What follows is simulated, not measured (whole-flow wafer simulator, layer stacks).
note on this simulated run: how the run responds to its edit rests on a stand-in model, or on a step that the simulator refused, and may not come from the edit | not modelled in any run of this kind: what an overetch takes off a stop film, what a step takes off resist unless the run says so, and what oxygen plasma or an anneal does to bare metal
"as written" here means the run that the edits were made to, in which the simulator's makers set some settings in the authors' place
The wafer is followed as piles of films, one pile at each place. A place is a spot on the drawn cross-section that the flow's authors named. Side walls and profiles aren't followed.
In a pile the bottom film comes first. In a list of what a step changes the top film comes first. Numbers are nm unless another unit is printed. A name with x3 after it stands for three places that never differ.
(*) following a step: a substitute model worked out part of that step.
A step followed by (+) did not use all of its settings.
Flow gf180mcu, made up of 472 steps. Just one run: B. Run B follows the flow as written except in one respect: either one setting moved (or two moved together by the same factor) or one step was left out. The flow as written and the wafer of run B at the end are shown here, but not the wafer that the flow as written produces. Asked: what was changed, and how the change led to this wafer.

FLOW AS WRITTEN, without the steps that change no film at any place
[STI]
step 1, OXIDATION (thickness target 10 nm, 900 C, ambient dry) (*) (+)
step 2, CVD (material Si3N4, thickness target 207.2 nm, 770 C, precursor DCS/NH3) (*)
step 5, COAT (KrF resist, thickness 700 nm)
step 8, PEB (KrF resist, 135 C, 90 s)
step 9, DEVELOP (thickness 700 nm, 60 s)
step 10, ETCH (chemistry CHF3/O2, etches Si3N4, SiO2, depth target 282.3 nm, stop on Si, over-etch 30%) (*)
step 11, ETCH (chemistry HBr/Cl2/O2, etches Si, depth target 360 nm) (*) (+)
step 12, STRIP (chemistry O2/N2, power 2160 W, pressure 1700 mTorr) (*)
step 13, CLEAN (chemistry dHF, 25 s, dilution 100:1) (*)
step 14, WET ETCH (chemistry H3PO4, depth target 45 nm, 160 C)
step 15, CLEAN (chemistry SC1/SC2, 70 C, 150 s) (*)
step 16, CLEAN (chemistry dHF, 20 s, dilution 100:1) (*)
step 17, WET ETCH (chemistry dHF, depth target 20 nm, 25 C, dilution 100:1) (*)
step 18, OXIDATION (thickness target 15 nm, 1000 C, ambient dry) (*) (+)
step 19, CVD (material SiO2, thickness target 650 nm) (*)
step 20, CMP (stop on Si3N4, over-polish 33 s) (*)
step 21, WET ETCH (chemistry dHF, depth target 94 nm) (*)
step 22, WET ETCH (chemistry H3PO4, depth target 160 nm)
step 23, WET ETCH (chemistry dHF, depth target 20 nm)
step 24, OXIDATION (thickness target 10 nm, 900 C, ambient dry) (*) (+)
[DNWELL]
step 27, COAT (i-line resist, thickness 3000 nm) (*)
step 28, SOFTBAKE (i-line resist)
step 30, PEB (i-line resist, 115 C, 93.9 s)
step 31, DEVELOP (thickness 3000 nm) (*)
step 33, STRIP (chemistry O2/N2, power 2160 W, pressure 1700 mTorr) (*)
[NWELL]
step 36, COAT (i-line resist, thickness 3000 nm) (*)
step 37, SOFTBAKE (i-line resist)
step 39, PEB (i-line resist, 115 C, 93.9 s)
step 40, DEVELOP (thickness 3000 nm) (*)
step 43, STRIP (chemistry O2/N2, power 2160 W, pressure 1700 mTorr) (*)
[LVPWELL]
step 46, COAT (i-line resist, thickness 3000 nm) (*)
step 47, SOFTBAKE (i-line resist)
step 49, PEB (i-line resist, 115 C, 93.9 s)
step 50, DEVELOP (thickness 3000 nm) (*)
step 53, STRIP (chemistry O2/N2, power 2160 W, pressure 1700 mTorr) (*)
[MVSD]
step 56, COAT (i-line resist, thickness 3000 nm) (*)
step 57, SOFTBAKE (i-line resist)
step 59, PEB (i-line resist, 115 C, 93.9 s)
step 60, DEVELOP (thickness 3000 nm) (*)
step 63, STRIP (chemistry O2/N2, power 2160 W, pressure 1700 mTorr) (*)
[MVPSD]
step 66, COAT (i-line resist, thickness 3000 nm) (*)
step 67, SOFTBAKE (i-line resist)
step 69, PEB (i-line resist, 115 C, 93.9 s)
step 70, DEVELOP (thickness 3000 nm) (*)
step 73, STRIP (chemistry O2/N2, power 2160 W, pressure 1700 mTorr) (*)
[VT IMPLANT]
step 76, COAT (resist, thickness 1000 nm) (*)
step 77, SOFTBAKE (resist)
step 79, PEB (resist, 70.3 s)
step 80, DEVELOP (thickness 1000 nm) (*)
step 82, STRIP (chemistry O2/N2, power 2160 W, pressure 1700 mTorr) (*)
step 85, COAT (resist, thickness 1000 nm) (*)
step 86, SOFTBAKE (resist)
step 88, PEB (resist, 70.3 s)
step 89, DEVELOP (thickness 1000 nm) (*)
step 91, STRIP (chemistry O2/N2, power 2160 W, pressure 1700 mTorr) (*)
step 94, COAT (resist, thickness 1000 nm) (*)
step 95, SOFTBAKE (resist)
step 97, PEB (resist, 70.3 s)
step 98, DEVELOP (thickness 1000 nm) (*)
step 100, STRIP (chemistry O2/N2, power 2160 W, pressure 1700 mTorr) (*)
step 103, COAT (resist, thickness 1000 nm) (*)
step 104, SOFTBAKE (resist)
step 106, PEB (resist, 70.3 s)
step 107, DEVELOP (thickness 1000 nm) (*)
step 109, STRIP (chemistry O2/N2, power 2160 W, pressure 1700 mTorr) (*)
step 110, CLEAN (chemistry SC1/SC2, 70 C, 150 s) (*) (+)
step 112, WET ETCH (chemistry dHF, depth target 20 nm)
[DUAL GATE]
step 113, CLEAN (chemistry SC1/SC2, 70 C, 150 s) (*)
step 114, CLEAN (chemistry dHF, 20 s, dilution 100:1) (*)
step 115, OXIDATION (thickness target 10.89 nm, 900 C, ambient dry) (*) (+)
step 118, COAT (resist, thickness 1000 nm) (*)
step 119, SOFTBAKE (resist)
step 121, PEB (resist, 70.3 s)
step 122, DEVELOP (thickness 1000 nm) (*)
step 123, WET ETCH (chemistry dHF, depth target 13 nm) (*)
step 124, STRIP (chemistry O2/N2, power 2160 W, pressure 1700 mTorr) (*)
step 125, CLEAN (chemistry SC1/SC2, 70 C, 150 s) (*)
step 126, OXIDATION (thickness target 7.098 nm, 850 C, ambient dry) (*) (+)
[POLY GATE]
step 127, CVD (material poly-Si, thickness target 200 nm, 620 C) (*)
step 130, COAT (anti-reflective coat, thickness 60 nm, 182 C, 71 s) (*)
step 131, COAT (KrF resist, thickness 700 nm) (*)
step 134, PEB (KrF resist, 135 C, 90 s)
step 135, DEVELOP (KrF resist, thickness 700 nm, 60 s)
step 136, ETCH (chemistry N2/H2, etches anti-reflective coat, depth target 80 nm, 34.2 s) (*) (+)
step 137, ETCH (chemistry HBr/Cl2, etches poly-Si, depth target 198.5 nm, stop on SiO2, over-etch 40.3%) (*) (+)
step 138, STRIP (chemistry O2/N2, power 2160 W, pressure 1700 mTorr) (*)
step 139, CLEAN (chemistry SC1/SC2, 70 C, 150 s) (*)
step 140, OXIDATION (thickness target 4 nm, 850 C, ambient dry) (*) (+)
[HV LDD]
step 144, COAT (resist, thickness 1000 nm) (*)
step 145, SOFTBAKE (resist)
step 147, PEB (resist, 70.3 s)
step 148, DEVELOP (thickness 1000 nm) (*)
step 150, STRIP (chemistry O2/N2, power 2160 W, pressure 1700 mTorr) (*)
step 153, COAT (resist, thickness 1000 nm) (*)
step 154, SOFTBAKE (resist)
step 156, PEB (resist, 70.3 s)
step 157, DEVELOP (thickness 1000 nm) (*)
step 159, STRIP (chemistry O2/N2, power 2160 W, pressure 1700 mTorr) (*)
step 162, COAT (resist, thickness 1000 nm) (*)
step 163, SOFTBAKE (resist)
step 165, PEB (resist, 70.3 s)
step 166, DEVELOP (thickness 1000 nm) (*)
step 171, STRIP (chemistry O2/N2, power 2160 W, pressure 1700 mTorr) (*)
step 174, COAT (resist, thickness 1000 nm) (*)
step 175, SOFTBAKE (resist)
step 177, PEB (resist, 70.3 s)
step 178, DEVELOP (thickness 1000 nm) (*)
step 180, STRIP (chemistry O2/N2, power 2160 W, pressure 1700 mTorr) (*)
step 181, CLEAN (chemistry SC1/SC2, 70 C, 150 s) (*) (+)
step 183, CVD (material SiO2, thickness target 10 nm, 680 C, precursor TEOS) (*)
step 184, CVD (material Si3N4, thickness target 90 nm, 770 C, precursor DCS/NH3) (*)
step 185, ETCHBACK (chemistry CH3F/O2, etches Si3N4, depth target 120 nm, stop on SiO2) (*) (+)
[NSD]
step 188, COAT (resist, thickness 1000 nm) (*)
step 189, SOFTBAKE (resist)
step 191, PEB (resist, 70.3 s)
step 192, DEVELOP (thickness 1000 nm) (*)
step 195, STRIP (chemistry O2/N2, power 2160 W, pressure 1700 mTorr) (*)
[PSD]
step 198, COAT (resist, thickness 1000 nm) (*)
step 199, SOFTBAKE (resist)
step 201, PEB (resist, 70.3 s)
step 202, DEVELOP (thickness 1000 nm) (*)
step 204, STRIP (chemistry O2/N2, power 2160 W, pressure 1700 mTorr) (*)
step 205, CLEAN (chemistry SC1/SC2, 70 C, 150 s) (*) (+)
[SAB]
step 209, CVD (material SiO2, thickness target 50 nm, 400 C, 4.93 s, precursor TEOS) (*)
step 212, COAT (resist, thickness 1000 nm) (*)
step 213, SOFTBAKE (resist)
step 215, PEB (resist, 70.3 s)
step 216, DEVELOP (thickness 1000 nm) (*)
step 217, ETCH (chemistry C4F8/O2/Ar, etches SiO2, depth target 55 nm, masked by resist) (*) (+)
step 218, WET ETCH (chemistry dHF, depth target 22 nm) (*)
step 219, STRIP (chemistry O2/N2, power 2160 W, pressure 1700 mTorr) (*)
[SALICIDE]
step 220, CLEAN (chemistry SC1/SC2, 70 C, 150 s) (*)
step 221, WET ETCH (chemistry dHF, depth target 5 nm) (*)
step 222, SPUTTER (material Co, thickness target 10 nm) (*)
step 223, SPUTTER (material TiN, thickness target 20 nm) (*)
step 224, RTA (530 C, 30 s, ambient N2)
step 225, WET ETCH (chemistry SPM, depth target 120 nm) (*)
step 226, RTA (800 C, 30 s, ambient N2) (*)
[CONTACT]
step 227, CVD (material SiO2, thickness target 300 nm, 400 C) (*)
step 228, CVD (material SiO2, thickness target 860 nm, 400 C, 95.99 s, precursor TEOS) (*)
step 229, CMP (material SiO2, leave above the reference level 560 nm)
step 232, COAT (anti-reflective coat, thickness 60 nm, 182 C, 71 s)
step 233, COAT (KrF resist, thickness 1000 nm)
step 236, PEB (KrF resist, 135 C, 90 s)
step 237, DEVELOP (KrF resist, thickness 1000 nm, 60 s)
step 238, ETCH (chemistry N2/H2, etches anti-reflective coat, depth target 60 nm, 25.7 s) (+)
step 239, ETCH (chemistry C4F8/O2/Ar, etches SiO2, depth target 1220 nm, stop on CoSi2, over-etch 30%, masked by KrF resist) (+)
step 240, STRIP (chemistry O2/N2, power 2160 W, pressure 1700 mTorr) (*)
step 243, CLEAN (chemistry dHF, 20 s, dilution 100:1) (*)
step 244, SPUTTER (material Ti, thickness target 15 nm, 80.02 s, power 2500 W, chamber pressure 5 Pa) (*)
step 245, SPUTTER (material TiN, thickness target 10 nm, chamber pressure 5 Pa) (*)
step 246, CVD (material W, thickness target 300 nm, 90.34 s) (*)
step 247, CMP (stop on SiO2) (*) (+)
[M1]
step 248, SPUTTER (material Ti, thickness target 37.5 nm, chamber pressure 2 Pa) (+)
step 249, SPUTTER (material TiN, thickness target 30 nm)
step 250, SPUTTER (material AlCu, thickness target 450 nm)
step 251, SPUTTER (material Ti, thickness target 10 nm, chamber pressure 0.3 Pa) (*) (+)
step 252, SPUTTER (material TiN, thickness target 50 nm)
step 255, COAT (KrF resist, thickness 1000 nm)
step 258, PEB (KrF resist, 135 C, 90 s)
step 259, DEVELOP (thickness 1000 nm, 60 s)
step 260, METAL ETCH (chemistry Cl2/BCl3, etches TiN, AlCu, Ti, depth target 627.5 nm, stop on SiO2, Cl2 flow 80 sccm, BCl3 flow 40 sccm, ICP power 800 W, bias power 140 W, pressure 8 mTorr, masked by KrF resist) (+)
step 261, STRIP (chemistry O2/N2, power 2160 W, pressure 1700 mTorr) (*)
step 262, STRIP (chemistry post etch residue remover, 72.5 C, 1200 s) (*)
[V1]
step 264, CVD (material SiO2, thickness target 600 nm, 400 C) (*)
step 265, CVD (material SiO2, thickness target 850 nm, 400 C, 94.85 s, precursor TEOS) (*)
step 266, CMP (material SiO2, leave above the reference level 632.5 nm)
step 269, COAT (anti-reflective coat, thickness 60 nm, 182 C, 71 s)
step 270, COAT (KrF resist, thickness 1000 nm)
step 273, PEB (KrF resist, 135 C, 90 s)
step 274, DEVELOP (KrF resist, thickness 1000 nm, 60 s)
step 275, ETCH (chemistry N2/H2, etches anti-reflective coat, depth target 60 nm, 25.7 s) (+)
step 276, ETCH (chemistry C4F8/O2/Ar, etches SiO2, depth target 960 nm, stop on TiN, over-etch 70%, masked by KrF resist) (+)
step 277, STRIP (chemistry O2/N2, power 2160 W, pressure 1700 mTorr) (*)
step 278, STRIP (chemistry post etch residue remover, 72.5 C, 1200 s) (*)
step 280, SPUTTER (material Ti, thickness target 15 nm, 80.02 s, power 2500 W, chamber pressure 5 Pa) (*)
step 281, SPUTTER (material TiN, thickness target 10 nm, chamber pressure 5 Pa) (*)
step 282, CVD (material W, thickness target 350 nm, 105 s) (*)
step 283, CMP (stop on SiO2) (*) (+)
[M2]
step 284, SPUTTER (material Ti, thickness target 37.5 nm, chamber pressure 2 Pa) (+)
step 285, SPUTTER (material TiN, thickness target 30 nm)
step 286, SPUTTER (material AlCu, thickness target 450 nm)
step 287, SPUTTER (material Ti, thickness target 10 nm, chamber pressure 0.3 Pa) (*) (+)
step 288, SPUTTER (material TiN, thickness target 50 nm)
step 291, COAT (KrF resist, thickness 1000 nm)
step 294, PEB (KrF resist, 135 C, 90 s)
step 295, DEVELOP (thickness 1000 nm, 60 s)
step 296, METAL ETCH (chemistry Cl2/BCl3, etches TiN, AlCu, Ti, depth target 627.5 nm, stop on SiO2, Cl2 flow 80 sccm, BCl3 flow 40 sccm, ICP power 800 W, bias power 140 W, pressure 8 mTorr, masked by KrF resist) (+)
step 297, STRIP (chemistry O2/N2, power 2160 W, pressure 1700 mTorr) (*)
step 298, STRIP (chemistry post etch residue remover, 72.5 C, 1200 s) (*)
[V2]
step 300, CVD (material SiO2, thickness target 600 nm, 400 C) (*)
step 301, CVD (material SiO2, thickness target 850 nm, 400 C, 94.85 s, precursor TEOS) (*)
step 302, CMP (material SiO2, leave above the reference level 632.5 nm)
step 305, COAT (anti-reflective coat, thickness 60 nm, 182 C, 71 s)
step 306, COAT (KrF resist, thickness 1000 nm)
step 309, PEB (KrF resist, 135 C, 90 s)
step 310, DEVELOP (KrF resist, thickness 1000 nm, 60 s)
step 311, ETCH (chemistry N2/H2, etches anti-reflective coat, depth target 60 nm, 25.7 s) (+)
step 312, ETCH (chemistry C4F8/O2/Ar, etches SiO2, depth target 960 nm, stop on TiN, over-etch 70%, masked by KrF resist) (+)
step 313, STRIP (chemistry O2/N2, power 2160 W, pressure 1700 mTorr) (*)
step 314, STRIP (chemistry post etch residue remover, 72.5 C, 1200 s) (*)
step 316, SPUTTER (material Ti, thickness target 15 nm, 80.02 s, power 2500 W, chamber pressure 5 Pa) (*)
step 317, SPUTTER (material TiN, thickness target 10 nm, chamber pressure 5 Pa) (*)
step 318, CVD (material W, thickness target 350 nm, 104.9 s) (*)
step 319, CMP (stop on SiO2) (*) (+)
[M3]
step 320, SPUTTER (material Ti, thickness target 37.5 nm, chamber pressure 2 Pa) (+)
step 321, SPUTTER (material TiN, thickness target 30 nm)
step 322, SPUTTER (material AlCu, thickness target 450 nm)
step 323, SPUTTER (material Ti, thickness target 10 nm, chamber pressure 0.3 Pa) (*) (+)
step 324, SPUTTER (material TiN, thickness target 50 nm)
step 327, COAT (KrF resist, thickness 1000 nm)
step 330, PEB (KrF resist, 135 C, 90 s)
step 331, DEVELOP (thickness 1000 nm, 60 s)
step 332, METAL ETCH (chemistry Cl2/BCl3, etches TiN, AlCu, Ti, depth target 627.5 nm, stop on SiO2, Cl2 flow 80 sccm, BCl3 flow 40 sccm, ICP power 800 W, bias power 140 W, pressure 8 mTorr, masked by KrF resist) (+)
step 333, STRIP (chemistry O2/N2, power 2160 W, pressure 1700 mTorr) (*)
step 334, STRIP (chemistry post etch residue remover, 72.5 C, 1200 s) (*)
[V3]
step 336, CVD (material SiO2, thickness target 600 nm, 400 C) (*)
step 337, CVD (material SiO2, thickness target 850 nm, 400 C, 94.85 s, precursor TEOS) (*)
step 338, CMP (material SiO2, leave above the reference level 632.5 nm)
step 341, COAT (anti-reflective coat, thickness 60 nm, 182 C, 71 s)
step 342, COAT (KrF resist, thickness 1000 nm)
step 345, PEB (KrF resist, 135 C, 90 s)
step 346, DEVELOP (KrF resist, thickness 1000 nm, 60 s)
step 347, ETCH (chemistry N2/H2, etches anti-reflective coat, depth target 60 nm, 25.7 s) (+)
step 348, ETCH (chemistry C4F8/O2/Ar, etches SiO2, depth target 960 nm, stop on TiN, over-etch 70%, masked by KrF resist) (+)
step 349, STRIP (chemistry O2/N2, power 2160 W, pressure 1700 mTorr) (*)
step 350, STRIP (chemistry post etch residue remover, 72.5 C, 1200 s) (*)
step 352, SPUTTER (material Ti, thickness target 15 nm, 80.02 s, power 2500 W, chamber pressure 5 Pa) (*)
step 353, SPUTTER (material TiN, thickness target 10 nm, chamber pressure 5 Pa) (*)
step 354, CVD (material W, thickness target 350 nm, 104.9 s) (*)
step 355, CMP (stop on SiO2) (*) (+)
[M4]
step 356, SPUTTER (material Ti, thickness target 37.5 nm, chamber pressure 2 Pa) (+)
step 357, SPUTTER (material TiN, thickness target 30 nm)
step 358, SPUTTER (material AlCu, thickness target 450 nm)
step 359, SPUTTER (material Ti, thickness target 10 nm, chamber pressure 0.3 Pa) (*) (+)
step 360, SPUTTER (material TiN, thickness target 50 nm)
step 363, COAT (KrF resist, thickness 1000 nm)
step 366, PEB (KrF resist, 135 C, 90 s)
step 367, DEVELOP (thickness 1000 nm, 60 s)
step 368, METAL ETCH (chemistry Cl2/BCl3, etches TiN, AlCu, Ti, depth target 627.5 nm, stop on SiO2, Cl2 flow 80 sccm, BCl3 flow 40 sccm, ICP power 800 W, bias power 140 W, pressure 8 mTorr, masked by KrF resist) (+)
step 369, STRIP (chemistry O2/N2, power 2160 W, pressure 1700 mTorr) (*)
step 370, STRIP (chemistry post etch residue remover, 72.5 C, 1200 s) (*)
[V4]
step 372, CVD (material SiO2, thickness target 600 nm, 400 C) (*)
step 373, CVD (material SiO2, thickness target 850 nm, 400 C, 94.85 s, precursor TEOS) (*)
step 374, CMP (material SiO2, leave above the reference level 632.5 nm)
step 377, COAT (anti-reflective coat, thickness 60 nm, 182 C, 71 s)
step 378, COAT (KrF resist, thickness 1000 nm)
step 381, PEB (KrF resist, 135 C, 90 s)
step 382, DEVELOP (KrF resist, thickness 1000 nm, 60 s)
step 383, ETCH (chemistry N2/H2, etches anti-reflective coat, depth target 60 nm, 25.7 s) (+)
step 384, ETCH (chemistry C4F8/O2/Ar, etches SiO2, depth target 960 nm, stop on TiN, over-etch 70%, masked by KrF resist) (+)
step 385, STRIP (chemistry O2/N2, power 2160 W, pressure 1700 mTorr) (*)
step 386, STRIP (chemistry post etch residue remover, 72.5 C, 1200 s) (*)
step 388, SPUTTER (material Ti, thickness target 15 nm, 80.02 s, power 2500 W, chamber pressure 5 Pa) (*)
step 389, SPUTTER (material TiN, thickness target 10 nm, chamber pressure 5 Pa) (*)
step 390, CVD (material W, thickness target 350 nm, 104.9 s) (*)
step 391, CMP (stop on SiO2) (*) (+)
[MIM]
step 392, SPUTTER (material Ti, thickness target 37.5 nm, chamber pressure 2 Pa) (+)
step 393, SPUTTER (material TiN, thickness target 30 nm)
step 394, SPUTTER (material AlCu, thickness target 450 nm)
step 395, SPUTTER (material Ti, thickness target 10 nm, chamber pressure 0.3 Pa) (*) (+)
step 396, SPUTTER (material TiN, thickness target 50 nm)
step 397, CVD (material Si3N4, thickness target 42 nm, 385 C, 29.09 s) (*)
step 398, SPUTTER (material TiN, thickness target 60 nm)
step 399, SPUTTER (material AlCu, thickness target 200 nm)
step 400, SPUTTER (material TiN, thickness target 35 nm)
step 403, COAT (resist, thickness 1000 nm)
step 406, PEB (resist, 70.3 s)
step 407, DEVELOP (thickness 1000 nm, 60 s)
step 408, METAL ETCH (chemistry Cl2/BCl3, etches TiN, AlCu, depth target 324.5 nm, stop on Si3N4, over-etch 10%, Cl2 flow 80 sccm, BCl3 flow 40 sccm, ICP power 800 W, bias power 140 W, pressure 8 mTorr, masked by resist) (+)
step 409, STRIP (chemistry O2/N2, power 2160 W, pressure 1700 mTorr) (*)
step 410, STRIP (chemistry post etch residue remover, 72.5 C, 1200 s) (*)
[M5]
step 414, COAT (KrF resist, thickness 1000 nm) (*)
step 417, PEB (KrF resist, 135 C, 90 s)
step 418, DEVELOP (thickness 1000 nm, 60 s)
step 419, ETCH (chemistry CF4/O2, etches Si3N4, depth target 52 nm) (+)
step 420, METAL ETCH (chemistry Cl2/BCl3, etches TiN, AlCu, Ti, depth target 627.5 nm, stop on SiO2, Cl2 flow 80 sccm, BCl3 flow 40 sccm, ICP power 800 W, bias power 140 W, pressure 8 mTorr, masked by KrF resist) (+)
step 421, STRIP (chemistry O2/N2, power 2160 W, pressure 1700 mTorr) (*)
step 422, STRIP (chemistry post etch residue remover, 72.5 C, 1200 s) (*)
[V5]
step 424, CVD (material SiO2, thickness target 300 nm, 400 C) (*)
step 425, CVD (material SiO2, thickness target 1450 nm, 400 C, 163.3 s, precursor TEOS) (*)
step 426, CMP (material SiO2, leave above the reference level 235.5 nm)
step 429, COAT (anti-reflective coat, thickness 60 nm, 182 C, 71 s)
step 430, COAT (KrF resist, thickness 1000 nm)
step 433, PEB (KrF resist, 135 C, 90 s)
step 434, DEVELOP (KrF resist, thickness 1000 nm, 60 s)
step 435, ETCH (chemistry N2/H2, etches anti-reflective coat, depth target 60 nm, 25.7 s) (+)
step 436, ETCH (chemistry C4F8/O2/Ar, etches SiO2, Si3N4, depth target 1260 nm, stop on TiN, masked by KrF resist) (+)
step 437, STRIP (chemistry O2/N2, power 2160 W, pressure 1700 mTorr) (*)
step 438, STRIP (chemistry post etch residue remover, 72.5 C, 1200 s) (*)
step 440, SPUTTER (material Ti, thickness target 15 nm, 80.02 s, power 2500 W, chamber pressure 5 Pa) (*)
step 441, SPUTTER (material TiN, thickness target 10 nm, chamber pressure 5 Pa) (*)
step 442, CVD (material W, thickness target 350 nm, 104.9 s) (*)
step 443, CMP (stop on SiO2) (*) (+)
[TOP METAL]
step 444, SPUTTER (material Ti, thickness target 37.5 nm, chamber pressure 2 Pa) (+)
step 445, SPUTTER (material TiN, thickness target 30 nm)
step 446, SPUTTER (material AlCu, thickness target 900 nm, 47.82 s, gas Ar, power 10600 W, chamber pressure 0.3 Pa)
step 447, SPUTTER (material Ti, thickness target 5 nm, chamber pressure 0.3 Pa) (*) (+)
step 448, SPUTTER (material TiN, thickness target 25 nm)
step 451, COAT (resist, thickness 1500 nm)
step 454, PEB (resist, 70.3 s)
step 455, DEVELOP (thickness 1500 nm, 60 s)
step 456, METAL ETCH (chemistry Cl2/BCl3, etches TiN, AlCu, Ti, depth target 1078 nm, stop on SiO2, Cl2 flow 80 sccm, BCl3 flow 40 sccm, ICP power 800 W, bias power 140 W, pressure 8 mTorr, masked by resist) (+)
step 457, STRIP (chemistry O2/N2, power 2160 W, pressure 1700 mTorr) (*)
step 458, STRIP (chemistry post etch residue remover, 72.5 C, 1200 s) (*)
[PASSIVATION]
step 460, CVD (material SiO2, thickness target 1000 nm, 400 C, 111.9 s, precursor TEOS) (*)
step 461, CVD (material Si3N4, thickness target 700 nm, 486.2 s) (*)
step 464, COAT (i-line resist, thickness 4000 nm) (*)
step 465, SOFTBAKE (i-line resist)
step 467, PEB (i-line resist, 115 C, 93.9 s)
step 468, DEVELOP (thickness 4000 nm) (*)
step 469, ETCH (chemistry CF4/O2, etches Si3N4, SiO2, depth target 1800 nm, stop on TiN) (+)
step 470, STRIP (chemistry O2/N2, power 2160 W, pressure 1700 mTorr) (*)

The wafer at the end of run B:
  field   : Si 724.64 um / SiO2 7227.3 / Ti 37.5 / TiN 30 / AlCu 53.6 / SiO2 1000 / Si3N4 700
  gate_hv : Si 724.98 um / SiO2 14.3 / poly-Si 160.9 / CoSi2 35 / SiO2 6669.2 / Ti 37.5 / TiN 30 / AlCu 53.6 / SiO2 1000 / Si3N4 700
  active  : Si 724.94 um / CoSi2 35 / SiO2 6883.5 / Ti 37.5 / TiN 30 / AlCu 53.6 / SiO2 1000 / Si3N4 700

Cause: step 446, SPUTTER: 58.58 s was run, while the flow as written has 47.82 s.

How this came from the change, step by step:
  step 446, SPUTTER (material AlCu, thickness target 900 nm, 47.82 s, gas Ar, power 10600 W, chamber pressure 0.3 Pa)
      field, field__w1, field__w2 and 109 more: +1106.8 AlCu (new film) (in the flow as written it would be: +900 AlCu (new film))
  step 456, METAL ETCH (chemistry Cl2/BCl3, etches TiN, AlCu, Ti, depth target 1078 nm, stop on SiO2, Cl2 flow 80 sccm, BCl3 flow 40 sccm, ICP power 800 W, bias power 140 W, pressure 8 mTorr, masked by resist) (+)
      field, field__w1, field__w2 and 103 more: -25 TiN (all of it), -5 Ti (all of it), -1047.5 AlCu (in the flow as written it would be: -25 TiN (all of it), -5 Ti (all of it), -900 AlCu (all of it), -30 TiN (all of it), -37.5 Ti (all of it))
  step 458, STRIP (chemistry post etch residue remover, 72.5 C, 1200 s) (*)
      field, field__w1, field__w2 and 103 more: -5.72 AlCu (in the flow as written it would be: nothing)
  step 460, CVD (material SiO2, thickness target 1000 nm, 400 C, 111.9 s, precursor TEOS) (*)
      field, field__w1, field__w2 and 103 more: +1000 SiO2 (new film) (in the flow as written it would be: +1000 SiO2)
  step 464, COAT (i-line resist, thickness 4000 nm) (*)
      field__w8: +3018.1 i-line resist (new film) (in the flow as written it would be: +3093.1 i-line resist (new film))
      contact: +3059.2 i-line resist (new film) (in the flow as written it would be: +3153.6 i-line resist (new film))
      (and at 4 other places as well)
  step 465, SOFTBAKE (i-line resist)
      ld_acc_p, ld_fp_p, ld_drift_p: +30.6 i-line resist (in the flow as written it would be: +33.8 i-line resist)
      field__w1: -16 i-line resist (in the flow as written it would be: -14.6 i-line resist)
      (and at 56 other places as well)
  step 467, PEB (i-line resist, 115 C, 93.9 s)
      field__w8, m1__w1: -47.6 i-line resist (in the flow as written it would be: -49.2 i-line resist)
      contact, m1: -47.9 i-line resist (in the flow as written it would be: -49.6 i-line resist)
      (and at 2 other places as well)
  step 468, DEVELOP (thickness 4000 nm) (*)
      pad: -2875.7 i-line resist (all of it) (in the flow as written it would be: -2960.4 i-line resist (all of it))
  step 470, STRIP (chemistry O2/N2, power 2160 W, pressure 1700 mTorr) (*)
      field__w8: -1694 i-line resist (all of it) (in the flow as written it would be: -1775.9 i-line resist (all of it))
      contact: -1709.2 i-line resist (all of it) (in the flow as written it would be: -1798.3 i-line resist (all of it))
      (and at 3 other places as well)
If metal films that touch count as one body, field has 1 body; the flow as written gives 0 bodies.
If metal films that touch count as one body, gate_hv has 2 bodies (between them, from the top down: SiO2 6669.2); the flow as written gives 1 body.
If metal films that touch count as one body, active has 2 bodies (between them, from the top down: SiO2 6883.5); the flow as written gives 1 body.
